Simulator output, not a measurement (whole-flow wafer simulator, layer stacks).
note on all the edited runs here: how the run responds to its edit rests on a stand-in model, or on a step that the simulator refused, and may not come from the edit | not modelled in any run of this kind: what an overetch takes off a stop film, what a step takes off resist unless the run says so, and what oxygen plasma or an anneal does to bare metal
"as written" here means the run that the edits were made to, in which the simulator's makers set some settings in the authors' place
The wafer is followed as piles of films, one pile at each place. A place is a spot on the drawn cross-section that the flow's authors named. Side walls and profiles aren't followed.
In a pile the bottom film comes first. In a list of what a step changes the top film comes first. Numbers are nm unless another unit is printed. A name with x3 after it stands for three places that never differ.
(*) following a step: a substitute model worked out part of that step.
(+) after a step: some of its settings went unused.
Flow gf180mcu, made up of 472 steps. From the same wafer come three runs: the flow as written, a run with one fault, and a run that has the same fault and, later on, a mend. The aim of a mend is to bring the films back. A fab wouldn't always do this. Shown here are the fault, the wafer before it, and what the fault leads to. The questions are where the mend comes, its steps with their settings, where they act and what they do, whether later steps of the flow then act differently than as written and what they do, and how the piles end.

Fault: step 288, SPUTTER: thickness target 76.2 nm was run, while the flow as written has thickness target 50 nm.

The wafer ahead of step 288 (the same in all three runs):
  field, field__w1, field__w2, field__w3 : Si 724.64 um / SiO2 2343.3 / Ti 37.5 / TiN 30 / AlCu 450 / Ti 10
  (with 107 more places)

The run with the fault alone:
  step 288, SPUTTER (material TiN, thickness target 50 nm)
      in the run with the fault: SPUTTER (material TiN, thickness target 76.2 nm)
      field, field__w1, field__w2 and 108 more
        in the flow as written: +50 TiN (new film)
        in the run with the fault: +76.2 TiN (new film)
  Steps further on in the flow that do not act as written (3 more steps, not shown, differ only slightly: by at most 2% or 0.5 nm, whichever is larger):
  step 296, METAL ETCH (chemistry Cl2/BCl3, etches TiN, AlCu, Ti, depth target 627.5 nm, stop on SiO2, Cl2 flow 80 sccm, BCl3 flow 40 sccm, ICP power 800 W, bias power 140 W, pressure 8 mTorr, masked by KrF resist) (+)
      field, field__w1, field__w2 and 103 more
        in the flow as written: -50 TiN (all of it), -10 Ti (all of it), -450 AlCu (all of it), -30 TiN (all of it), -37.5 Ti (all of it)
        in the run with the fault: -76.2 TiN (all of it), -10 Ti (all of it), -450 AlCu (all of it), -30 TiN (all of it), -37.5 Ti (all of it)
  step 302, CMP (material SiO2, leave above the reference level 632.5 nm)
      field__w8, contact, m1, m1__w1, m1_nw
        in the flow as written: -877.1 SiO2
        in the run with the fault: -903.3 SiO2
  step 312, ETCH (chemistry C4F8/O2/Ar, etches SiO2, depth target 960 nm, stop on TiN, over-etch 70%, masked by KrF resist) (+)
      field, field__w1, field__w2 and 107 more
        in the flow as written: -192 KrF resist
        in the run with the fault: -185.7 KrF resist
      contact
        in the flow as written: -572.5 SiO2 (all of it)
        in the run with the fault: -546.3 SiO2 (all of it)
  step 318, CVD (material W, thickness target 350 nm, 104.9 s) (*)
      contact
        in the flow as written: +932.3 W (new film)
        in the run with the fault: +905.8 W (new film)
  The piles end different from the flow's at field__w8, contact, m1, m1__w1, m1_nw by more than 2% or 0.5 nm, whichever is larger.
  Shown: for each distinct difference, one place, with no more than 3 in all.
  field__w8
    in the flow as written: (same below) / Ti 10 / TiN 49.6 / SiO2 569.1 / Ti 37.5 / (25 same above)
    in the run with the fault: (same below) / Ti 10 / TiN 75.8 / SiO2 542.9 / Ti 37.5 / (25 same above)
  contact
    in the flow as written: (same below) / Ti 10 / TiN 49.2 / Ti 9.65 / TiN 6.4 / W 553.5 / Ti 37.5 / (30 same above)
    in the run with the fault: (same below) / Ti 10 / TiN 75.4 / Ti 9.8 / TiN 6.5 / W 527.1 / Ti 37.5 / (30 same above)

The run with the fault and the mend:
  The mend stands after step 295.
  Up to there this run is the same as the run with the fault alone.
  step 295a, STRIP (chemistry O2/N2, power 2160 W, pressure 1700 mTorr) (*)
      field__w8, contact, m1, m1__w1, m1_nw
        -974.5 KrF resist (all of it)
  step 295b, METAL ETCH (chemistry Cl2/BCl3, etches TiN, AlCu, Ti, depth target 26.2 nm, Cl2 flow 80 sccm, BCl3 flow 40 sccm, ICP power 800 W, bias power 140 W, pressure 8 mTorr) (the flow's step 260 again, with other settings)
      field, field__w1, field__w2 and 108 more
        -26.2 TiN
  step 295c, HMDS (120 C, 60 s) (the flow's step 290 again)
      does not change any film at any place that is followed
  step 295d, COAT (KrF resist, thickness 1000 nm) (the flow's step 291 again)
      field, field__w1, field__w2 and 108 more
        +1000 KrF resist (new film)
  step 295e, SOFTBAKE (KrF resist) (the flow's step 292 again)
      does not change any film at any place that is followed
  step 295f, EXPOSE (photomask Metal2) (the flow's step 293 again)
      does not change any film at any place that is followed
  step 295g, PEB (KrF resist, 135 C, 90 s) (the flow's step 294 again)
      field, field__w1, field__w2 and 108 more
        -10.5 KrF resist
  step 295h, DEVELOP (thickness 1000 nm, 60 s) (the flow's step 295 again)
      field, field__w1, field__w2 and 103 more
        -989.5 KrF resist (all of it)
      field__w8, contact, m1, m1__w1, m1_nw
        -14.9 KrF resist
  Later steps of the flow that are run all act as written at every place that is followed.
  The piles end the same as the flow's at every place that both follow.
